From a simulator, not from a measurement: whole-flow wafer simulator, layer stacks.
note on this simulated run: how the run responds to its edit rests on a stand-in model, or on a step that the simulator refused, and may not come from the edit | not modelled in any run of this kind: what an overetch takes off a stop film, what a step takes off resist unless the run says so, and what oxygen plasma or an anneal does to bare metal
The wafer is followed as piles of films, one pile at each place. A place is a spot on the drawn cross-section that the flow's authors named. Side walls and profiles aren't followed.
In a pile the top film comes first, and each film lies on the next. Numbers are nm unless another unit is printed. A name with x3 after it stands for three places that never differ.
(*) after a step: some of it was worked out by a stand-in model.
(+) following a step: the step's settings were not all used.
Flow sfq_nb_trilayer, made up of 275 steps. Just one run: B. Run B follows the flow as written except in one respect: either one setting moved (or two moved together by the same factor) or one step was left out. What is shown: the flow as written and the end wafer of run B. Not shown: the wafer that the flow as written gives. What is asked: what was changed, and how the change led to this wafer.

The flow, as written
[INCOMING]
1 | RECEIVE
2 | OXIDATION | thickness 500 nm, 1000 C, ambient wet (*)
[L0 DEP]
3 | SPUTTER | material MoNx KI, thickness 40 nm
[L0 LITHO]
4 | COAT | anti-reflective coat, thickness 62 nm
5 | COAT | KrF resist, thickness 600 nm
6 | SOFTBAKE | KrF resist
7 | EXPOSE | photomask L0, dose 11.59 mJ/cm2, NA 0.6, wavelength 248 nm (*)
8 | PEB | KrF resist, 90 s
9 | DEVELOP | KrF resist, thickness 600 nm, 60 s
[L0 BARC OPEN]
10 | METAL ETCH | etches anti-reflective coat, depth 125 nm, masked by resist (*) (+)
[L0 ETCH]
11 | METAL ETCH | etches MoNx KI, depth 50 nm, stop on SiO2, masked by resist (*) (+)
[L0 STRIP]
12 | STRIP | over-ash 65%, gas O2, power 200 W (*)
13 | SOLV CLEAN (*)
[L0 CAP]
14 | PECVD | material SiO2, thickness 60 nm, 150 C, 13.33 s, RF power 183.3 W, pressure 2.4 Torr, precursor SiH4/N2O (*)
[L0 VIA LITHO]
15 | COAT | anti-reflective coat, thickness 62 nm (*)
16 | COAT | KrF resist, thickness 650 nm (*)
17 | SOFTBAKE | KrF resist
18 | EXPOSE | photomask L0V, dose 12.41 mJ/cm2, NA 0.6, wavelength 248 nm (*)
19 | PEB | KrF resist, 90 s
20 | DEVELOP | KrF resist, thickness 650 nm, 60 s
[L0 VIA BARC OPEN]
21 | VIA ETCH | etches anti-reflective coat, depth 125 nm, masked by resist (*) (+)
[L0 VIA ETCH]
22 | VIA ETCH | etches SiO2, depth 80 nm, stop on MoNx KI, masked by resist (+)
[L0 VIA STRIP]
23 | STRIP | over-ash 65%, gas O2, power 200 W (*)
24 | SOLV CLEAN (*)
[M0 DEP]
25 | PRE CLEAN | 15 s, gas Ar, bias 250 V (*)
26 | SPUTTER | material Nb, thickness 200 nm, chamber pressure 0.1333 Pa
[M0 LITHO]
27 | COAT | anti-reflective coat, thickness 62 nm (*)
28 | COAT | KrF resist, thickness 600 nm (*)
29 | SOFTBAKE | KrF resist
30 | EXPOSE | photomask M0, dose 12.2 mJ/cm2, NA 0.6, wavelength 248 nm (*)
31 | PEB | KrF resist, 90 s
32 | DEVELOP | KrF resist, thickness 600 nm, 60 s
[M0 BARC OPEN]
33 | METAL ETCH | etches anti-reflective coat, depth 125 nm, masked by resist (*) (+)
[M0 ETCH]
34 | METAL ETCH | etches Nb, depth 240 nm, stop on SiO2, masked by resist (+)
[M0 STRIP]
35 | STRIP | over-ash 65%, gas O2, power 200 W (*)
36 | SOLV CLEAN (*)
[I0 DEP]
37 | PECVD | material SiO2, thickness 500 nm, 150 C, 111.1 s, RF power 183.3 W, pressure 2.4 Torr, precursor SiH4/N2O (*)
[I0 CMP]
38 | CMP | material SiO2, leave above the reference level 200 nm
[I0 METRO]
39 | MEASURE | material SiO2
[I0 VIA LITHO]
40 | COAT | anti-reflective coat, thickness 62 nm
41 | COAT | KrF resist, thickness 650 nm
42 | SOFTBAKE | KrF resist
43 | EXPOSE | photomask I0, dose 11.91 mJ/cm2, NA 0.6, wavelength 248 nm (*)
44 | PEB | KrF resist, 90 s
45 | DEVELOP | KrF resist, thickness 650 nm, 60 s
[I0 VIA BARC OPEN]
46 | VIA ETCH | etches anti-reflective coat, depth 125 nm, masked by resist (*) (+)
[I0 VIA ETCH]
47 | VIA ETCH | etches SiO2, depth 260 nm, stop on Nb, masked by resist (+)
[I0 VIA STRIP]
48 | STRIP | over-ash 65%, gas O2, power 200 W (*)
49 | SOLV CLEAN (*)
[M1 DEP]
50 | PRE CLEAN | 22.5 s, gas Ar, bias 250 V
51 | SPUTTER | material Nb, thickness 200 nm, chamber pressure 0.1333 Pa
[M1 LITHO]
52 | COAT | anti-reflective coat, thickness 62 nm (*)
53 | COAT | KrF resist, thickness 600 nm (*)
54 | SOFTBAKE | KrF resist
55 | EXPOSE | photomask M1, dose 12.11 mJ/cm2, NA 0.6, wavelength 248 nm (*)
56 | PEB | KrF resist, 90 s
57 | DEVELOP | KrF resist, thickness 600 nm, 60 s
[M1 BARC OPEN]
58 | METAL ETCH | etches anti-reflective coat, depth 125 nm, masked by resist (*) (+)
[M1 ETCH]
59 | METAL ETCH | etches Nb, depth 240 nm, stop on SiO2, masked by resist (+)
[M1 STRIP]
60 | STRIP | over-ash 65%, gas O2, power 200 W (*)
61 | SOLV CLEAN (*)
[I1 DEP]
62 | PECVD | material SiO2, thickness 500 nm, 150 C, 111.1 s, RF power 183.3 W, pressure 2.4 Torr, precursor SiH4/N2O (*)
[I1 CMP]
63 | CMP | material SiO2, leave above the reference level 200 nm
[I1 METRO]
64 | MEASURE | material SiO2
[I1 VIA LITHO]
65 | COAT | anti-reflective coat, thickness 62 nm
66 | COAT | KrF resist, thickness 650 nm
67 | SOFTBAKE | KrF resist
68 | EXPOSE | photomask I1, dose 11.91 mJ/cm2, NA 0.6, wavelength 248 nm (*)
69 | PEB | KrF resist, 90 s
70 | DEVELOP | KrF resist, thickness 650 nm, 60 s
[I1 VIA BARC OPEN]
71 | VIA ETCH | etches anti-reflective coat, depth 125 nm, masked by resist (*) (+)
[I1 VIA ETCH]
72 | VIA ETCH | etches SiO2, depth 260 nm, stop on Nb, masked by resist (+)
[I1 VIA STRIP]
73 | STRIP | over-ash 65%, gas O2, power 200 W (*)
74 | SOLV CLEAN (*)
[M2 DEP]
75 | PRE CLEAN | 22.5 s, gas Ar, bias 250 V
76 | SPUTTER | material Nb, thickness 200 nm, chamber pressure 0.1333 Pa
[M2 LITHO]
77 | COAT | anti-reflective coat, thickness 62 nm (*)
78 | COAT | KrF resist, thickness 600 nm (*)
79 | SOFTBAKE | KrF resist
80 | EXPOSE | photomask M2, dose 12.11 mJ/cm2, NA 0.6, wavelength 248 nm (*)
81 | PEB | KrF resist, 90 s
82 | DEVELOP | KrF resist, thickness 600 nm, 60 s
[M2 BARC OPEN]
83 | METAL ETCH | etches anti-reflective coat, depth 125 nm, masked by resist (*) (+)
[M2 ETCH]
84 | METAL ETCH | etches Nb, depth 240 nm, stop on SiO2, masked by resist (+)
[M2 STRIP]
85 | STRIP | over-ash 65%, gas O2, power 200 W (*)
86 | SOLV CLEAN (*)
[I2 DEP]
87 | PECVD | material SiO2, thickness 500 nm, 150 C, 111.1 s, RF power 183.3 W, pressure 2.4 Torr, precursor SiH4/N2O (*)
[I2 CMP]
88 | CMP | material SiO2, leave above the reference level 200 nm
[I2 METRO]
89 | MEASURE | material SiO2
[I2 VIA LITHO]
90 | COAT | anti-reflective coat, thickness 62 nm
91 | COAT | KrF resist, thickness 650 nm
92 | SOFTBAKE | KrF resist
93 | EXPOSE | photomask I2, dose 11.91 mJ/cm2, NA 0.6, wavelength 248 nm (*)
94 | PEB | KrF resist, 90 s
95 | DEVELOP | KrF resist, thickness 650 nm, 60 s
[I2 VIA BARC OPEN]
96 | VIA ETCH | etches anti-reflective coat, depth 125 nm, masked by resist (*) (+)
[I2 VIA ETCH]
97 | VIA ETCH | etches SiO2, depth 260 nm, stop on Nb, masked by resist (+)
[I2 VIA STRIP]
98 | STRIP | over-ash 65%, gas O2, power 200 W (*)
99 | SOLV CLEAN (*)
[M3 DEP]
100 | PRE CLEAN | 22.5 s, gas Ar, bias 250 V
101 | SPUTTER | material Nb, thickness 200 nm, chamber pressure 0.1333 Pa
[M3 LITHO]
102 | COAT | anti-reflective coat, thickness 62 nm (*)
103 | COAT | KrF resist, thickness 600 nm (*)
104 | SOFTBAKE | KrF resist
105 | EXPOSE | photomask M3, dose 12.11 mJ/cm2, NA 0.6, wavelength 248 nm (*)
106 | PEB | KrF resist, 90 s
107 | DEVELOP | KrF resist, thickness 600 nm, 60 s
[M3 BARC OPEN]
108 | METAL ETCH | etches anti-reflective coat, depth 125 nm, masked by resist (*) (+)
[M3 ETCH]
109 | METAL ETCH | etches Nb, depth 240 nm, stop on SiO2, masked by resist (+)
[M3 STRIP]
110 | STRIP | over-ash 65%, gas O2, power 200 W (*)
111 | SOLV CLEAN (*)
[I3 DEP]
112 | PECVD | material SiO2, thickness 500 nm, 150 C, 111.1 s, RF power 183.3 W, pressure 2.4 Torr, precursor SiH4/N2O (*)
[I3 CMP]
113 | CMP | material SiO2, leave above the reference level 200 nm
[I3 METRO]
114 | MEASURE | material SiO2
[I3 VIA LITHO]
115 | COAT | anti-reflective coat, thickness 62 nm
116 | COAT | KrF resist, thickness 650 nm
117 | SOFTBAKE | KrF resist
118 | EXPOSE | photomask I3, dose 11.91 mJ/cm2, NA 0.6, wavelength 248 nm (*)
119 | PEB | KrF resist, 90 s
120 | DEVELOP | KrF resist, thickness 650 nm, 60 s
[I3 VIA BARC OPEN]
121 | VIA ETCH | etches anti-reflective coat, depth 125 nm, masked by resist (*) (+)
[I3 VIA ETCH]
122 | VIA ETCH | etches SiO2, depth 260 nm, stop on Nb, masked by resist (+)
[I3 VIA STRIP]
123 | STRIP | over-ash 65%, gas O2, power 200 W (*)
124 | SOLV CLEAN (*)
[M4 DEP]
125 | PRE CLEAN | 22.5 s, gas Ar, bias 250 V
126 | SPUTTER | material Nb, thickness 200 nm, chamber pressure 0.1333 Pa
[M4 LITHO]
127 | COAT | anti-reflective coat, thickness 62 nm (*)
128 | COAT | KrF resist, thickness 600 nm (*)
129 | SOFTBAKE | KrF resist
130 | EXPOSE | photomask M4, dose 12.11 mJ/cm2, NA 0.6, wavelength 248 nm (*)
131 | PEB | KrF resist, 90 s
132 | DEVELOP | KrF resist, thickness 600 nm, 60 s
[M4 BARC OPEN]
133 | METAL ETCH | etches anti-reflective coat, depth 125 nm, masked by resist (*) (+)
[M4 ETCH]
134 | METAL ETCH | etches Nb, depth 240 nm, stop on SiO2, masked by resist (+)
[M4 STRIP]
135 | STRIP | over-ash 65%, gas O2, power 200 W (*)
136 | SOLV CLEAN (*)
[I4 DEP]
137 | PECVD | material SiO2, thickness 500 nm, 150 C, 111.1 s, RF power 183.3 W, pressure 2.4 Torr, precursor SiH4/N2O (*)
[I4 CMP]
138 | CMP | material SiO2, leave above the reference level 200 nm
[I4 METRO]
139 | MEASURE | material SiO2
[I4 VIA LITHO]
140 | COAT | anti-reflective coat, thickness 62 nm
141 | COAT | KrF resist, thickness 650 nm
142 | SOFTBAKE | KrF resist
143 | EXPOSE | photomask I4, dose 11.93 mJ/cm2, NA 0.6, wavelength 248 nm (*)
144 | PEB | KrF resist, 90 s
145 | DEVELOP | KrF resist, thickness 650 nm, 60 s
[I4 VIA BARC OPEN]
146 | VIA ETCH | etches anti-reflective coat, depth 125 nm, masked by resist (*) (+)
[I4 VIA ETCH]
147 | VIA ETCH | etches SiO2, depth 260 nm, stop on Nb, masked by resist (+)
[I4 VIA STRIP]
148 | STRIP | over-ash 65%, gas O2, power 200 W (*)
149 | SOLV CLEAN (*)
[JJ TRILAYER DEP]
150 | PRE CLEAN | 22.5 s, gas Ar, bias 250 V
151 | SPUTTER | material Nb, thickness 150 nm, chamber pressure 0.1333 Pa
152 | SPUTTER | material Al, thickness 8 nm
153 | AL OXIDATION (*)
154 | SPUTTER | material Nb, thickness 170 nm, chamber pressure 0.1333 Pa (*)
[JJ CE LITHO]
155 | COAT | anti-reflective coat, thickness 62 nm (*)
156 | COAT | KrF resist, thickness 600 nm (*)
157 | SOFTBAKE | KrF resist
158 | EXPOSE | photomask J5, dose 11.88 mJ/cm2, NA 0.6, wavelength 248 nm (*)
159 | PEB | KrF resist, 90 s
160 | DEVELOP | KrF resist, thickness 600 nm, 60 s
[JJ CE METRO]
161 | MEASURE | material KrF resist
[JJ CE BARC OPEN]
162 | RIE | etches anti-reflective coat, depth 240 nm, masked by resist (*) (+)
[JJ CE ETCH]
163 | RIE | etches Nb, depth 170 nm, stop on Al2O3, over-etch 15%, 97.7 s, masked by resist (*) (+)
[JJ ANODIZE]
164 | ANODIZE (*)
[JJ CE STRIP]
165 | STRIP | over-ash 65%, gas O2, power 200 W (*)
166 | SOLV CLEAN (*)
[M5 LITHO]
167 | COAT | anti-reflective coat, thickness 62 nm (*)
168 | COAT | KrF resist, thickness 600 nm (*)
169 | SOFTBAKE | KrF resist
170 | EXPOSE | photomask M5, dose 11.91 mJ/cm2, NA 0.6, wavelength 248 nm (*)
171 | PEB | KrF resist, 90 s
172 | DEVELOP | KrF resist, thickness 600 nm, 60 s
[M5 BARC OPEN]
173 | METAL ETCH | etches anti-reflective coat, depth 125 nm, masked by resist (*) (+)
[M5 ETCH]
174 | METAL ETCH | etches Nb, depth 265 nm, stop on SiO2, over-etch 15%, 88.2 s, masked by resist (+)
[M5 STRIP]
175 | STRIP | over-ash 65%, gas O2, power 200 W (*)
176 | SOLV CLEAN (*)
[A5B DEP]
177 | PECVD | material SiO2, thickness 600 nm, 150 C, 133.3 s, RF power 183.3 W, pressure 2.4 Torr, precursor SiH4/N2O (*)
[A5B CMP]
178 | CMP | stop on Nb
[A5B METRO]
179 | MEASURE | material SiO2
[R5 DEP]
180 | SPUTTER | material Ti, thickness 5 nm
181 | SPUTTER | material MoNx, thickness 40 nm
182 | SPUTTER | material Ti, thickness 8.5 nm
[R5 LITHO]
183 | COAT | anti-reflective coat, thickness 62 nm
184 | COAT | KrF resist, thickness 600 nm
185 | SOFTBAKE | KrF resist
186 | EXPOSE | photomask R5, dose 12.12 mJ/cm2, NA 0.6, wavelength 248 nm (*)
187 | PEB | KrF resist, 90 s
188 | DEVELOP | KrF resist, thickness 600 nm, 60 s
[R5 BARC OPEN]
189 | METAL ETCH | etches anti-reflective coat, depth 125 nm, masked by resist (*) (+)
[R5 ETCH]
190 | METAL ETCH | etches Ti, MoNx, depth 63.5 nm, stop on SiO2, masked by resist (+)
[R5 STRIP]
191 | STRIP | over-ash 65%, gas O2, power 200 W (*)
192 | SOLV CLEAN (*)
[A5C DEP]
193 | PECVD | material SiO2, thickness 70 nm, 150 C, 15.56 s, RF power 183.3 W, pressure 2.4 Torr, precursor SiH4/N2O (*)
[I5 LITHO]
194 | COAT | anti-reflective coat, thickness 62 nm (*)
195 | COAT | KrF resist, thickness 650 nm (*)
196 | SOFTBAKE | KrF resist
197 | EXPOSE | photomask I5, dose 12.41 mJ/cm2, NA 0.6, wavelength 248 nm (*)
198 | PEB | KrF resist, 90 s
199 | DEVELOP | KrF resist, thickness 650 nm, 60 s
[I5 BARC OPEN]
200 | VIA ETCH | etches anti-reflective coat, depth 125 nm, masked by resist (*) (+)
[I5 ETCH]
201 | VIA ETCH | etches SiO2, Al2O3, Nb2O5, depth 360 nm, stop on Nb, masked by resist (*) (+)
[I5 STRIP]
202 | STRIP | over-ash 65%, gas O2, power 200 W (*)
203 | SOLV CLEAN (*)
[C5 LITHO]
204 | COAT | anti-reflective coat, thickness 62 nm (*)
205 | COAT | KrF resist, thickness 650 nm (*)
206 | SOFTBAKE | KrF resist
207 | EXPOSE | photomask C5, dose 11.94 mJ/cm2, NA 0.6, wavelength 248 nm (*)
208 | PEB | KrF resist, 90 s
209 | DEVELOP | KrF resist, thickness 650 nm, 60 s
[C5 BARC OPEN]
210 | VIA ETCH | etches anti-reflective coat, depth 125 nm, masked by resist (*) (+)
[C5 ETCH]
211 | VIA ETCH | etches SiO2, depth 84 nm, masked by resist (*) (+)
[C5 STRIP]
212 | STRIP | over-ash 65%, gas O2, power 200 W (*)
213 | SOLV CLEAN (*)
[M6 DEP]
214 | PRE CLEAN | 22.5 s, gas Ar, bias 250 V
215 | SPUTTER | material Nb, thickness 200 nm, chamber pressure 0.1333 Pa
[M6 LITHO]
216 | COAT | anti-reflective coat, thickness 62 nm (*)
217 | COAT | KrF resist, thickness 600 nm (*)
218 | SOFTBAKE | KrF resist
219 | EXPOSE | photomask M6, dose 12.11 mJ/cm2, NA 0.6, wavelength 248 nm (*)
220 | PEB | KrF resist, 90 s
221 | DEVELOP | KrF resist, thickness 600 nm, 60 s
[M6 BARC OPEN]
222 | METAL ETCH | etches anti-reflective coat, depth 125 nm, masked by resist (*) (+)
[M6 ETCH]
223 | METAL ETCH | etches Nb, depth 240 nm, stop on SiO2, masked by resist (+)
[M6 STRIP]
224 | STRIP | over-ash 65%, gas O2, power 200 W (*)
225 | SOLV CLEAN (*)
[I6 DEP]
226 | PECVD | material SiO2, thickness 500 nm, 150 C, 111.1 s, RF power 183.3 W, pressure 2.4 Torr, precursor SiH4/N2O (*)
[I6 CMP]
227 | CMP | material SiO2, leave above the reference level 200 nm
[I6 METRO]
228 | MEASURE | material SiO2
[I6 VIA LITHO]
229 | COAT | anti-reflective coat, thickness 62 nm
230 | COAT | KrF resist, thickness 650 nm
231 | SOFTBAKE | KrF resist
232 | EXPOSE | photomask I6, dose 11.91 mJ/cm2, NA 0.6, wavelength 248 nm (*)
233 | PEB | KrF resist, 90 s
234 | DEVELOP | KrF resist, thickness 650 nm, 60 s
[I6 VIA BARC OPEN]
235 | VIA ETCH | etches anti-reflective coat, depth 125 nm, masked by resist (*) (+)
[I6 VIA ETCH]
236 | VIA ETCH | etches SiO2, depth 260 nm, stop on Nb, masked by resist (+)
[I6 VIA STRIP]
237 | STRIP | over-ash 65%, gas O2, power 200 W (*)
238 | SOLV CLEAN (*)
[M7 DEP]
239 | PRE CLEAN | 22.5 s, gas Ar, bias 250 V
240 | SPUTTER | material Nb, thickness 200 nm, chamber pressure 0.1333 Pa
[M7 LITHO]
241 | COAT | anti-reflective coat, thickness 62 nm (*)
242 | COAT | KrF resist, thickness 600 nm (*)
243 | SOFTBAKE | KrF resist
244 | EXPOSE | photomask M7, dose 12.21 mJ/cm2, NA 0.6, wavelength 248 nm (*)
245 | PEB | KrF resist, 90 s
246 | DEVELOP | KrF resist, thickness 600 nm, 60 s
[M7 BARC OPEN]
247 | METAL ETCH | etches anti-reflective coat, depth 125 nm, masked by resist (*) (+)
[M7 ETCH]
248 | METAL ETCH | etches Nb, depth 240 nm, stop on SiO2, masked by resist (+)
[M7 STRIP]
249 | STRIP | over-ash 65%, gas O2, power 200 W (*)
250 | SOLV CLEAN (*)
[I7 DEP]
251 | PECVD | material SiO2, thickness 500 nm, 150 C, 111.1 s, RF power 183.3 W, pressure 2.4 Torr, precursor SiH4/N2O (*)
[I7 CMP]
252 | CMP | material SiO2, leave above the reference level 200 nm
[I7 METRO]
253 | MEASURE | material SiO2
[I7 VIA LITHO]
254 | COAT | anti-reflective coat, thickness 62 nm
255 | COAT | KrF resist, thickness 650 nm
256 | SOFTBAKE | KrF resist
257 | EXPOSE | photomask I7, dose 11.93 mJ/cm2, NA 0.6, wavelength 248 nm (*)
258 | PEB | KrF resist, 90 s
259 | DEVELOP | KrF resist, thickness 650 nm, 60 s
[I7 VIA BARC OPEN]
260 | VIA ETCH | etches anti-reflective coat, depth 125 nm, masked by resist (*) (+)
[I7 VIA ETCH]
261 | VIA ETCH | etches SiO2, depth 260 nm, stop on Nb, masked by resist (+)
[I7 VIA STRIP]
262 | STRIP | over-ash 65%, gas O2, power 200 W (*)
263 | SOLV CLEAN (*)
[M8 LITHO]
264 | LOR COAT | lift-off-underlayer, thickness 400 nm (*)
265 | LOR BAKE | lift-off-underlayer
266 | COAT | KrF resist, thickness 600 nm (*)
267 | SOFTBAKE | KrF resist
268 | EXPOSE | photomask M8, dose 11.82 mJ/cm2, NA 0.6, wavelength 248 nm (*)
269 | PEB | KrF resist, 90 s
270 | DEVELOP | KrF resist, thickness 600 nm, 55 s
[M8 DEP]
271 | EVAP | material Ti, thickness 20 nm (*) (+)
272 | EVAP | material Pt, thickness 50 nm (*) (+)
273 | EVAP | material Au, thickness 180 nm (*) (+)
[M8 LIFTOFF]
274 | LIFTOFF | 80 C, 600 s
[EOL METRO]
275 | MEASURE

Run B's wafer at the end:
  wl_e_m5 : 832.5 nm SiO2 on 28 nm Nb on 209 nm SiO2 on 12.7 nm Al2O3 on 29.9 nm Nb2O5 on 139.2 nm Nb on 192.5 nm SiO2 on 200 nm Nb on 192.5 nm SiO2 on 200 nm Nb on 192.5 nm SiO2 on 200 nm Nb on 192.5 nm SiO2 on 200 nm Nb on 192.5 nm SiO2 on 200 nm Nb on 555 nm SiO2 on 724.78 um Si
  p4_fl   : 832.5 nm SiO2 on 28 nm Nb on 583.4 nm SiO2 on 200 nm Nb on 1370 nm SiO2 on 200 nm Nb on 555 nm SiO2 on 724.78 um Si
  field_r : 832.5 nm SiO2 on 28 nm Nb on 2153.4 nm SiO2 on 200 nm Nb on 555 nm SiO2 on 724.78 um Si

The reason: step 215, SPUTTER: thickness 268 nm was run, while the flow as written has thickness 200 nm.

Step by step, how the change led to this:
  215 | SPUTTER | material Nb, thickness 200 nm, chamber pressure 0.1333 Pa
      field_l, v_sur, via_wl and 100 more: Nb gains 268 (new film) (in the flow as written it would be: Nb gains 200 (new film))
      be: Nb gains 196.5 (in the flow as written it would be: Nb gains 147.3)
      (as well as at 2 more places)
  216 | COAT | anti-reflective coat, thickness 62 nm (*)
      be: anti-reflective coat gains 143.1 (new film) (in the flow as written it would be: anti-reflective coat gains 136.7 (new film))
  223 | METAL ETCH | etches Nb, depth 240 nm, stop on SiO2, masked by resist (+)
      field_l, gap, moat and 76 more: Nb loses 240 (in the flow as written it would be: Nb loses 200 (all of it))
  224 | STRIP | over-ash 65%, gas O2, power 200 W (*)
      be: KrF resist loses 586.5 (all of it), anti-reflective coat loses 143.1 (all of it) (in the flow as written it would be: KrF resist loses 575.8 (all of it), anti-reflective coat loses 136.7 (all of it))
  226 | PECVD | material SiO2, thickness 500 nm, 150 C, 111.1 s, RF power 183.3 W, pressure 2.4 Torr, precursor SiH4/N2O (*)
      field_l, p4_fl, p4_fm and 62 more: SiO2 gains 500 (new film) (in the flow as written it would be: SiO2 gains 500)
      moat, field_r, lsp_l, ln_m5, lsp_m: SiO2 gains 492.3 (new film) (in the flow as written it would be: SiO2 gains 493.6)
      (as well as at 10 more places)
  227 | CMP | material SiO2, leave above the reference level 200 nm
      field_l, p4_fl, p4_fm and 59 more: SiO2 loses 60 (in the flow as written it would be: SiO2 loses 100)
      moat, field_r, lsp_l, ln_m5, lsp_m: SiO2 loses 52.3 (in the flow as written it would be: SiO2 loses 93.6)
      (as well as at 9 more places)
If metal films that touch count as one body, wl_e_m5 has 7 bodies (between them, from the top down: SiO2 209 / Al2O3 12.7 / Nb2O5 29.9; SiO2 192.5; SiO2 192.5; SiO2 192.5; SiO2 192.5; SiO2 192.5); the flow as written gives 6 bodies (between them, from the top down: SiO2 192.5; SiO2 192.5; SiO2 192.5; SiO2 192.5; SiO2 192.5).
If metal films that touch count as one body, p4_fl has 3 bodies (between them, from the top down: SiO2 583.4; SiO2 1370); the flow as written gives 2 bodies (between them, from the top down: SiO2 1370).
If metal films that touch count as one body, field_r has 2 bodies (between them, from the top down: SiO2 2153.4); the flow as written gives 1 body.
